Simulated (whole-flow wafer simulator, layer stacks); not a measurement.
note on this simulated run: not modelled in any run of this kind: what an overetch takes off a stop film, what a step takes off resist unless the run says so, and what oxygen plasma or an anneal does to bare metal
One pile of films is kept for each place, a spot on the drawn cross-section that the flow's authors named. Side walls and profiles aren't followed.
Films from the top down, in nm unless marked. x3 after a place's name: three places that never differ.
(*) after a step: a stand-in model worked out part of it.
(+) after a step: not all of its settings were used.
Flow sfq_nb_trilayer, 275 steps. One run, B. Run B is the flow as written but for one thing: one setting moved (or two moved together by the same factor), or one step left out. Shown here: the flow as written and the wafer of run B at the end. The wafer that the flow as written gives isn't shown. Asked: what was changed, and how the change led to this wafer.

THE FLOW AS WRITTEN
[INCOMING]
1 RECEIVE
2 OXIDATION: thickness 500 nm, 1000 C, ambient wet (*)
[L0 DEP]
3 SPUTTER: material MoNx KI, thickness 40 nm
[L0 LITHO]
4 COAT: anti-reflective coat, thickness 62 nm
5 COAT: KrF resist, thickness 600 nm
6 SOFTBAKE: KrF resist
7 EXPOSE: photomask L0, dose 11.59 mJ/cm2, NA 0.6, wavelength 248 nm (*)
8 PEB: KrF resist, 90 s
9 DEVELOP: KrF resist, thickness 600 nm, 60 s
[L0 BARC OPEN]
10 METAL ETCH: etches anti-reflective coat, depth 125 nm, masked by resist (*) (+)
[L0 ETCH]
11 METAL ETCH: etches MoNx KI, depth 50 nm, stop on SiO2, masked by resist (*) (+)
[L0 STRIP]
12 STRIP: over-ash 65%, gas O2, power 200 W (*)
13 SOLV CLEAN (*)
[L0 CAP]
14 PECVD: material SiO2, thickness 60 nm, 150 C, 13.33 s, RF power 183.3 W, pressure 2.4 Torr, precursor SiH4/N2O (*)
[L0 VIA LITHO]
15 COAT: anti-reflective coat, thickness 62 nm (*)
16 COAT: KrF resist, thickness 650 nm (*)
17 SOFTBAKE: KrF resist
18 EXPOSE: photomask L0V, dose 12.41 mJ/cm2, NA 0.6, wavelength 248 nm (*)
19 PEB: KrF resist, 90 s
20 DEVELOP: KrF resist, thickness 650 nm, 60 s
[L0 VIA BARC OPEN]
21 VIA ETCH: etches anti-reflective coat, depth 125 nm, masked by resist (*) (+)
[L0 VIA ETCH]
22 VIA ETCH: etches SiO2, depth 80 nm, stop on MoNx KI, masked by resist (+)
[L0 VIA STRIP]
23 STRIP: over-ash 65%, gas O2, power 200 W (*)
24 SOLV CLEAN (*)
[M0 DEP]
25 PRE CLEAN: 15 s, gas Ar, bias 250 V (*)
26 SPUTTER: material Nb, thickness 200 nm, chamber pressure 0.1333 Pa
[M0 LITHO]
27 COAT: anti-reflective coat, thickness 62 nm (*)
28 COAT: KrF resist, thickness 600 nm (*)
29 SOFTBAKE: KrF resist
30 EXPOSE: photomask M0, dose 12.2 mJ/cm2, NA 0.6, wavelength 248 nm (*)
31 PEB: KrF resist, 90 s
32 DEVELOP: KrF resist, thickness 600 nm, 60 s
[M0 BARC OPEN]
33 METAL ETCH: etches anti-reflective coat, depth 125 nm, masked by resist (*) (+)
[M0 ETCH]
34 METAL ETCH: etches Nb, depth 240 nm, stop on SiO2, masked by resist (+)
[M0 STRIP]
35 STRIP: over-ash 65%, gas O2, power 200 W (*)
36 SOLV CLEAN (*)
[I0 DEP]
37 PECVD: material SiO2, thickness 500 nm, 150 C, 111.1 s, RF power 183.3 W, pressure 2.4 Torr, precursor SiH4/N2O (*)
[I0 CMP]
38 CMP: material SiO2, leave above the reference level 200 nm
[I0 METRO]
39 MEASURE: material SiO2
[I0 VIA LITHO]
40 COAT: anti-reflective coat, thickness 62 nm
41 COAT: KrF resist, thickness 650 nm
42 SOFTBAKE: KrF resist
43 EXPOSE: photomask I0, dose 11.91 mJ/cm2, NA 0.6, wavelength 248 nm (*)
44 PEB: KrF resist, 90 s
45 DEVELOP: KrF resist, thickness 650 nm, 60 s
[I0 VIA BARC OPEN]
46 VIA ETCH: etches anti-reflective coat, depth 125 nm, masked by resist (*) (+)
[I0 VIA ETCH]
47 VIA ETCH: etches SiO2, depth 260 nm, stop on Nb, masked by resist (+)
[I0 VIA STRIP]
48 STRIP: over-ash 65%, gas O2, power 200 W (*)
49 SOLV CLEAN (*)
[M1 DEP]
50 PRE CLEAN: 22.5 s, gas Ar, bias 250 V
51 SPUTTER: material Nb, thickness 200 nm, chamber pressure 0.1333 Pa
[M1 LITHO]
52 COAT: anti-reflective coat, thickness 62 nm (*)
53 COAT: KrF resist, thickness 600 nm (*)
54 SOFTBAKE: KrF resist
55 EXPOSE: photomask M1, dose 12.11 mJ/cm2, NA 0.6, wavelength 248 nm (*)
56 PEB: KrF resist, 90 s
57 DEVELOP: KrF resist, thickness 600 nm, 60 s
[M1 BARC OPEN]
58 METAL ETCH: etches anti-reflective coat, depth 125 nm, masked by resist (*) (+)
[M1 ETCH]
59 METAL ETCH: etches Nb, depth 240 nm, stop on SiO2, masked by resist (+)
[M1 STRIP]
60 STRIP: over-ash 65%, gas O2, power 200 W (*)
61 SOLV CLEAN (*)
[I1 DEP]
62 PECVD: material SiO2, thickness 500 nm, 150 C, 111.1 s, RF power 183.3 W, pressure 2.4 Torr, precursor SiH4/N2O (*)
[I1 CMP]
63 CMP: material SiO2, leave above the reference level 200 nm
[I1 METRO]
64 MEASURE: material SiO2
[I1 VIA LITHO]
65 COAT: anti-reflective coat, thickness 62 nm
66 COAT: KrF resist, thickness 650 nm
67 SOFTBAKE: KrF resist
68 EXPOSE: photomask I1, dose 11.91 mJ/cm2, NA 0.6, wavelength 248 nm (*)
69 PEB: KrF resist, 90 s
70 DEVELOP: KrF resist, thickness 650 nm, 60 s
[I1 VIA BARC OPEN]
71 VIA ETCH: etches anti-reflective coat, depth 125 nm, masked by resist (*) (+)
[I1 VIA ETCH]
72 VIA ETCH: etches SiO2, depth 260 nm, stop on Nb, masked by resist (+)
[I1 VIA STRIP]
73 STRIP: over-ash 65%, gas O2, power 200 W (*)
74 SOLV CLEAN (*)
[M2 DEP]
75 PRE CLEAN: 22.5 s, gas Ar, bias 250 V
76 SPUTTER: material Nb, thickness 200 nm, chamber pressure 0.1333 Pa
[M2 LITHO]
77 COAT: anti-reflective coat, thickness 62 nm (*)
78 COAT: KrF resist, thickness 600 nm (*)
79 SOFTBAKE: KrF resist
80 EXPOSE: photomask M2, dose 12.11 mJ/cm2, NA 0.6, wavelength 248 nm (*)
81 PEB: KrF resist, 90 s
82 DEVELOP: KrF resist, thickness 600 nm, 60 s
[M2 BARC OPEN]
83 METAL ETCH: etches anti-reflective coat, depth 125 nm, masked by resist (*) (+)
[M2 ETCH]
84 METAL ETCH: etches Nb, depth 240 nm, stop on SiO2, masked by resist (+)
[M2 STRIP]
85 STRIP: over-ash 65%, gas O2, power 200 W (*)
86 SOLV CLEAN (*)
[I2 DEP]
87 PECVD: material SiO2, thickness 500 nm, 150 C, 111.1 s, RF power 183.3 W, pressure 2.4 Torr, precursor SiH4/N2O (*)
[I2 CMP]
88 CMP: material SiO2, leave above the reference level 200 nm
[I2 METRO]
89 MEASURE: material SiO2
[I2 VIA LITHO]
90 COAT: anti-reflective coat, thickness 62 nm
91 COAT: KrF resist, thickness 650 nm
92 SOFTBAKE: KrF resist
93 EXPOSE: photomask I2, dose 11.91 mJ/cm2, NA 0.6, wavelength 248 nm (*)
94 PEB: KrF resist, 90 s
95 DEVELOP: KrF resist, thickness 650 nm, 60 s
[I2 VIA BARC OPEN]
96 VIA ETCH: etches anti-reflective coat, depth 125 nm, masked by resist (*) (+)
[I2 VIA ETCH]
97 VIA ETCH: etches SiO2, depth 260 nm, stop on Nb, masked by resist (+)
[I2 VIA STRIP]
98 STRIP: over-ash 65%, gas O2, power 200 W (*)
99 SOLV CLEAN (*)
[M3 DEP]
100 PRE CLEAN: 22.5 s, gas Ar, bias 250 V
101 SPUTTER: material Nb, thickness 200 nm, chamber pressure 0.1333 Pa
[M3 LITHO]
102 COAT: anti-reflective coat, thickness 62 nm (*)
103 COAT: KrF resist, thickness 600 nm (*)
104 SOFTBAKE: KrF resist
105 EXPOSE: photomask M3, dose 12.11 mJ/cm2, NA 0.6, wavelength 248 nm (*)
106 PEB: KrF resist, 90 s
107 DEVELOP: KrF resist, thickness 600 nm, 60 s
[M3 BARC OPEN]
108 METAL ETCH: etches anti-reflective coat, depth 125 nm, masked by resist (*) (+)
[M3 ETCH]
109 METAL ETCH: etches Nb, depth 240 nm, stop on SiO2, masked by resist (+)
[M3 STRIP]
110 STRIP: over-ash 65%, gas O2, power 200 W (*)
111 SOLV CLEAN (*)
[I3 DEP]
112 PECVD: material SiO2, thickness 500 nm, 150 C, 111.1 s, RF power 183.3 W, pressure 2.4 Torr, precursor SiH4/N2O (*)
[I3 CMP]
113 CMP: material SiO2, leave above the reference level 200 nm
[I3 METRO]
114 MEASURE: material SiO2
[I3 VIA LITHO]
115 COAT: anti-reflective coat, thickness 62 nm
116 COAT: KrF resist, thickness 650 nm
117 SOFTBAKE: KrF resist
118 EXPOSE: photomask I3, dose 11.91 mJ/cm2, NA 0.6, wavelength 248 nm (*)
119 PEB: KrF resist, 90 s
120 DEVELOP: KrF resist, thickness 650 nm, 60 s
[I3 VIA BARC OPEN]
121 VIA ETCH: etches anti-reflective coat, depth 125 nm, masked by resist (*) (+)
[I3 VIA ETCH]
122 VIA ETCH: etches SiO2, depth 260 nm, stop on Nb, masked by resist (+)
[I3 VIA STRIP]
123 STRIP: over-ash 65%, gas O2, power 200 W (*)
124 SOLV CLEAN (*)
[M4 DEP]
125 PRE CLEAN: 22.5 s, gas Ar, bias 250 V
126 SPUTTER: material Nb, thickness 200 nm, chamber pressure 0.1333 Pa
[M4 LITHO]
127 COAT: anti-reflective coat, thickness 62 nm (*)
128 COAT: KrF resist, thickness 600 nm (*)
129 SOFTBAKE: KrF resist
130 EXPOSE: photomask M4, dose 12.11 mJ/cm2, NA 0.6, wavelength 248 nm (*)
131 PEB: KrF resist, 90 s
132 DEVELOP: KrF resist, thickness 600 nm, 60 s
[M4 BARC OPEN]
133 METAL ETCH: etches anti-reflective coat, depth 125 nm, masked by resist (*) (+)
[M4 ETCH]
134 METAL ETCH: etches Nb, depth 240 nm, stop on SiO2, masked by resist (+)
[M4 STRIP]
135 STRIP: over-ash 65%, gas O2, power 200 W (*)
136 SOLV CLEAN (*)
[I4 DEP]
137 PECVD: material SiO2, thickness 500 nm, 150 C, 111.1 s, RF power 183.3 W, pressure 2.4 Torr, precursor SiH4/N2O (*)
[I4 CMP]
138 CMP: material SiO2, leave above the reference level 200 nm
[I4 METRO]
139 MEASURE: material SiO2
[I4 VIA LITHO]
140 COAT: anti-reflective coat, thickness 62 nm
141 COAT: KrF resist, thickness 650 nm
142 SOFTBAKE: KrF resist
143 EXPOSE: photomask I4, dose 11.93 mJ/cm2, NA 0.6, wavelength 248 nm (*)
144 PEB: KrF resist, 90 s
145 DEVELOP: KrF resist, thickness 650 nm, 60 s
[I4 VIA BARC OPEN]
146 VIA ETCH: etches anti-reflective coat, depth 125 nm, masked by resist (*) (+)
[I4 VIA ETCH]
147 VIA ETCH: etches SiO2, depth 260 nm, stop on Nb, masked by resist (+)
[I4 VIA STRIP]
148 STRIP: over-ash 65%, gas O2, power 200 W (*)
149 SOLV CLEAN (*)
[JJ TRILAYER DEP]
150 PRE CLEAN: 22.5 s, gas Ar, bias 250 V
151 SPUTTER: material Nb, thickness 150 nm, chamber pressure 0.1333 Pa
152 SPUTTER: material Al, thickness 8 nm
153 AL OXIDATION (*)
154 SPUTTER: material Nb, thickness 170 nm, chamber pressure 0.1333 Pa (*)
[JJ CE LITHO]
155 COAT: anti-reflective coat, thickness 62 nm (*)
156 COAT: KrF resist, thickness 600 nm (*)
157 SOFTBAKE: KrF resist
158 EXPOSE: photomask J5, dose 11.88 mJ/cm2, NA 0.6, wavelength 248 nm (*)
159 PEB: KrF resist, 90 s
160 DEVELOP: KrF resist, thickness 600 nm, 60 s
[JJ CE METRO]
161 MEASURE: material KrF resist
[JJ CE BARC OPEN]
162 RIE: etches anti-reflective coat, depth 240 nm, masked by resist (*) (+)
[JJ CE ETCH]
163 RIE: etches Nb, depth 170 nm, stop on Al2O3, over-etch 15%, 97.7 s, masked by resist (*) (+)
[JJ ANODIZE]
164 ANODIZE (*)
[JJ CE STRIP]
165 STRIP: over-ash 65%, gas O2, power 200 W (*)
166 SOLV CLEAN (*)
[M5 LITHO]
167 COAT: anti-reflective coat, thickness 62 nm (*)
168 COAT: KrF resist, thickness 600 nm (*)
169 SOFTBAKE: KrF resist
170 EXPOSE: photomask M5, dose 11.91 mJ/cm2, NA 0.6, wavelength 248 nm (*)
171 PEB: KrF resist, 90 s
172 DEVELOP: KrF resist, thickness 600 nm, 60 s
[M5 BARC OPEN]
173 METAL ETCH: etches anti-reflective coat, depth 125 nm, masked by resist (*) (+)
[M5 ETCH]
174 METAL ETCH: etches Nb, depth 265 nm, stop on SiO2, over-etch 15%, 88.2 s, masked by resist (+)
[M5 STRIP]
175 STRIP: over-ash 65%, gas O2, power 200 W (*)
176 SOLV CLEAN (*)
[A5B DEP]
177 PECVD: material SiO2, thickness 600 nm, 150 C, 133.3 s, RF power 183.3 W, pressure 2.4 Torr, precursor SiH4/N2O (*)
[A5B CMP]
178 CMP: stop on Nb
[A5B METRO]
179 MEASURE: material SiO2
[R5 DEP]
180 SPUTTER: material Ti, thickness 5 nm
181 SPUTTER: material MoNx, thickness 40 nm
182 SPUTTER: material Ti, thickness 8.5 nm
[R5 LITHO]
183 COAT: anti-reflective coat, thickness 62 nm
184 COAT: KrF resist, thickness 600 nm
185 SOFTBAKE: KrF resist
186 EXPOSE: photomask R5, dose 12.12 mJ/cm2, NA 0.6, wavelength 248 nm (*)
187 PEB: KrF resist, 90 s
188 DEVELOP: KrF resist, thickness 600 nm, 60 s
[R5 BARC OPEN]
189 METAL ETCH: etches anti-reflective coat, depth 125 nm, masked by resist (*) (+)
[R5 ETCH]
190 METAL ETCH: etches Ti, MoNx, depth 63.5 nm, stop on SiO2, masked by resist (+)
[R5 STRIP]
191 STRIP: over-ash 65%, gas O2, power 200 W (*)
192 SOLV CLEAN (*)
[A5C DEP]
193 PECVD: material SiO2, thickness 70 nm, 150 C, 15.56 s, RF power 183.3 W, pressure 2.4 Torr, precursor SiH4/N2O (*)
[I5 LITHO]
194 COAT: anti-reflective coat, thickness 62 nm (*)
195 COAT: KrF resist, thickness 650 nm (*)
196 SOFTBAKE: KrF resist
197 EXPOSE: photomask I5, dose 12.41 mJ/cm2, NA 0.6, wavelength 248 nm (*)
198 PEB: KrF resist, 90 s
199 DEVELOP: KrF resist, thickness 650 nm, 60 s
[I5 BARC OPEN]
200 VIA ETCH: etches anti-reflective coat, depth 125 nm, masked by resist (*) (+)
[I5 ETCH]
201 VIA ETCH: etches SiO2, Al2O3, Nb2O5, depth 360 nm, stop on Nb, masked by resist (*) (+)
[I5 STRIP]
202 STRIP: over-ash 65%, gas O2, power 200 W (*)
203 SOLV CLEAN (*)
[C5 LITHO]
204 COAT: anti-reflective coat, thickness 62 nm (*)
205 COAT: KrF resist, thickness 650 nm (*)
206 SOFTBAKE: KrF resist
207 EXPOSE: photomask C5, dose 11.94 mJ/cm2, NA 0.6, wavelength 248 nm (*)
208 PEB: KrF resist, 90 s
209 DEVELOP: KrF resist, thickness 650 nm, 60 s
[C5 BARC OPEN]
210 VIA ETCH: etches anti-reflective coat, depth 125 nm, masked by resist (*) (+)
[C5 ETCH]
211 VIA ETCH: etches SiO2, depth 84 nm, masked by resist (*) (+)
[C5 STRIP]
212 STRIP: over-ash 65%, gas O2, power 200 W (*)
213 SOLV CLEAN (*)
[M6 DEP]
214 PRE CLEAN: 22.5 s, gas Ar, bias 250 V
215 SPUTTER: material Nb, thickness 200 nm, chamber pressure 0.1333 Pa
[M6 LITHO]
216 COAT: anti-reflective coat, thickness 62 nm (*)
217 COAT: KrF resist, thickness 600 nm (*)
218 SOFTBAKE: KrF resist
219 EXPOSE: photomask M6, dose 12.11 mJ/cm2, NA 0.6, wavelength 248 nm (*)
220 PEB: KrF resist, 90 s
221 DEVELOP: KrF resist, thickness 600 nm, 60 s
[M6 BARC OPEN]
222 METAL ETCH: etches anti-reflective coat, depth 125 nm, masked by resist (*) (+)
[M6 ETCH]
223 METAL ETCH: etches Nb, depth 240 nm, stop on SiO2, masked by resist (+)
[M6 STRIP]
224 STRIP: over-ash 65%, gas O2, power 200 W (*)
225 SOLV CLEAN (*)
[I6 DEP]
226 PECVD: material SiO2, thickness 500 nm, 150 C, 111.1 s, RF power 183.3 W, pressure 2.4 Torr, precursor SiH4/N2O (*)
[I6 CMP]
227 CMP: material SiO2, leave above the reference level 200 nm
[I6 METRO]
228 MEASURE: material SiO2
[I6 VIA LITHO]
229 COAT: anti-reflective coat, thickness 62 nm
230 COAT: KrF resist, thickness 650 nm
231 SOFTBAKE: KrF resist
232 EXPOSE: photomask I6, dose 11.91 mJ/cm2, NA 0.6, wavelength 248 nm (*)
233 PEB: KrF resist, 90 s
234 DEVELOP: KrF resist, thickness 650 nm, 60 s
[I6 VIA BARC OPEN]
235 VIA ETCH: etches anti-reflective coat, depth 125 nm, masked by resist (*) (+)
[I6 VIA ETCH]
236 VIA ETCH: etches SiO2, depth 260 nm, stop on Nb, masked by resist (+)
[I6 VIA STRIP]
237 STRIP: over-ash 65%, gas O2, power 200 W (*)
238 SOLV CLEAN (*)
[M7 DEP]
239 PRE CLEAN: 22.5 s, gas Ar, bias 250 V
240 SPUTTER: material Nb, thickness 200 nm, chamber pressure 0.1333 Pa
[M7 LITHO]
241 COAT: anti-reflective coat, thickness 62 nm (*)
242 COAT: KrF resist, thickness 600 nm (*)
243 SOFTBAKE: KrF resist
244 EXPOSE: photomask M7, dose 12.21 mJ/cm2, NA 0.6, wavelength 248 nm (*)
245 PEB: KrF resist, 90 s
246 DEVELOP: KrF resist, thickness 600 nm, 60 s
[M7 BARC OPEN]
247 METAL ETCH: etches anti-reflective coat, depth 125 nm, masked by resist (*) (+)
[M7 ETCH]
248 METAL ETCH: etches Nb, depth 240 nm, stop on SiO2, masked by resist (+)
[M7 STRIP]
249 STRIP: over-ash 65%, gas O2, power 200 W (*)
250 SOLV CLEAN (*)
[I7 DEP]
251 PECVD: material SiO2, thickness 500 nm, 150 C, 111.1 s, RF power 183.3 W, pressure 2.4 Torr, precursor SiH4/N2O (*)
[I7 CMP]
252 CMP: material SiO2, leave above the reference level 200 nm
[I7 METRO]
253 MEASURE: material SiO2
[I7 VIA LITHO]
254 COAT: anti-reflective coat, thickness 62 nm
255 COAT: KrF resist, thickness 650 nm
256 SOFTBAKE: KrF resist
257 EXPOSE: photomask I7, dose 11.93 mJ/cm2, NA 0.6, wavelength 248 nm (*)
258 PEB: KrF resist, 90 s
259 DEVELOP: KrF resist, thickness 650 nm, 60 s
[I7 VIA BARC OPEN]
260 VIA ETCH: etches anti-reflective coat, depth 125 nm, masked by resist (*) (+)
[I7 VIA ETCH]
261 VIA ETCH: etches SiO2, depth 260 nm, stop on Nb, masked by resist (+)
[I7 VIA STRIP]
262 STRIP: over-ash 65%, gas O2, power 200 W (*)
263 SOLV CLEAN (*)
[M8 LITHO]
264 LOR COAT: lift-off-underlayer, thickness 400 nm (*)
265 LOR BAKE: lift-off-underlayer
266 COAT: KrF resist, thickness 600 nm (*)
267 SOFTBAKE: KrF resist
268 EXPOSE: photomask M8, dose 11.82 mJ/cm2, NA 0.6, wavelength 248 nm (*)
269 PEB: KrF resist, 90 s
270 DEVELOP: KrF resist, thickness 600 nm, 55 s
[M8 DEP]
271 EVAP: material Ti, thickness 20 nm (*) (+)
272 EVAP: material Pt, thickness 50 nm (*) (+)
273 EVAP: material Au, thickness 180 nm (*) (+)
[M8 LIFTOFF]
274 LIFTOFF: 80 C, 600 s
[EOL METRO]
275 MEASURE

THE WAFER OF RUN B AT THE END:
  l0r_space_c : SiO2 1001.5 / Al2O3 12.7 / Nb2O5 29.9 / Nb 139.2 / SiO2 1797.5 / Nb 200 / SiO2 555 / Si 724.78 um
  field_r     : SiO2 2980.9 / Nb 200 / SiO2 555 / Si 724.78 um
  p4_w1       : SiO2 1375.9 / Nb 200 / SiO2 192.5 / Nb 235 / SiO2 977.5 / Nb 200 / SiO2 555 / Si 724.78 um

The cause: step 101, SPUTTER: thickness 235 nm was run, where the flow has thickness 200 nm.
It can be read off the wafer: p4_w1 has Nb 235, and step 101 as written asks for 200 nm.

How the change led to this, step by step:
  101 SPUTTER: material Nb, thickness 200 nm, chamber pressure 0.1333 Pa
      field_l, v_sur, via_wl and 102 more: Nb +235 (new film) (as written it would be: Nb +200 (new film))
      via_w: Nb +194.9 (as written it would be: Nb +165.5)
  102 COAT: anti-reflective coat, thickness 62 nm (*)
      via_wl, via_wr: anti-reflective coat +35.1 (new film) (as written it would be: anti-reflective coat +34.2 (new film))
  109 METAL ETCH: etches Nb, depth 240 nm, stop on SiO2, masked by resist (+)
      field_l, be, be_sur and 72 more: Nb -235 (all of it) (as written it would be: Nb -200 (all of it))
  110 STRIP: over-ash 65%, gas O2, power 200 W (*)
      via_wl: KrF resist -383 (all of it), anti-reflective coat -35.1 (all of it) (as written it would be: KrF resist -384.2 (all of it), anti-reflective coat -34.2 (all of it))
      via_wr: KrF resist -383.1 (all of it), anti-reflective coat -35.1 (all of it) (as written it would be: KrF resist -384.2 (all of it), anti-reflective coat -34.2 (all of it))
  112 PECVD: material SiO2, thickness 500 nm, 150 C, 111.1 s, RF power 183.3 W, pressure 2.4 Torr, precursor SiH4/N2O (*)
      p4_g1, p4_g2, p3_s0, p3_s1, p3_s2, p3_s3, p3_s4, p3_s5: SiO2 +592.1 (as written it would be: SiO2 +557.1)
  113 CMP: material SiO2, leave above the reference level 200 nm
      field_l, be, be_sur and 64 more: SiO2 -65 (as written it would be: SiO2 -100)
